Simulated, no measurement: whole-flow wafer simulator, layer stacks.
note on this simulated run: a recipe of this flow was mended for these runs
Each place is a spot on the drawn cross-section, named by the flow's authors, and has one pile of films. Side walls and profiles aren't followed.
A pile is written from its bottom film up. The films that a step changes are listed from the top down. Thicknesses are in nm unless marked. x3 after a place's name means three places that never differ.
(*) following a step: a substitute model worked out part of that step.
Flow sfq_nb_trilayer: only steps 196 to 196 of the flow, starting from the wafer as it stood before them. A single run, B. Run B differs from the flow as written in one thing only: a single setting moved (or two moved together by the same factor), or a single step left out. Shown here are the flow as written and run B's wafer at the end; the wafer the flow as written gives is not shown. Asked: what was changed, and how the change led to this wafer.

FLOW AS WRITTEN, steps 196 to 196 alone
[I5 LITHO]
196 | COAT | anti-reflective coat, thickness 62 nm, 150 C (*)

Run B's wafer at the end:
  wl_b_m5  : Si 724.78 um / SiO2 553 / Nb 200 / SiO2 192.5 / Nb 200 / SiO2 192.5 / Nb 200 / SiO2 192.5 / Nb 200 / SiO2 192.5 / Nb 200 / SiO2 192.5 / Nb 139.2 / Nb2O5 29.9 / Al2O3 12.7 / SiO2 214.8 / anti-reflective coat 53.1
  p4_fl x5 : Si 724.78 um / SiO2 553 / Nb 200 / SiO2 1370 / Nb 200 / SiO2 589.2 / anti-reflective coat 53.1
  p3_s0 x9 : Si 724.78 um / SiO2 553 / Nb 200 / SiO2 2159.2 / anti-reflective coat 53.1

The reason: step 196, COAT: thickness 53.1 nm was run, while the flow as written has thickness 62 nm.
The wafer itself shows it: wl_b_m5 has anti-reflective coat 53.1, and step 196 as written asks for 62 nm.

The path from the change to this, step by step:
  196 | COAT | anti-reflective coat, thickness 62 nm, 150 C (*)
      p4_fl x5, p4_w1 x9, p3_s0 x9 and 41 more: anti-reflective coat gains 53.1 (new film) (in the flow as written it would be: anti-reflective coat gains 62 (new film))
      via_wl, via_w, via_wr, via_sp, via_v, lsp_r, l0_sur, l0v: anti-reflective coat gains 53.4 (new film) (in the flow as written it would be: anti-reflective coat gains 62.3 (new film))
      (as well as at 34 more places)
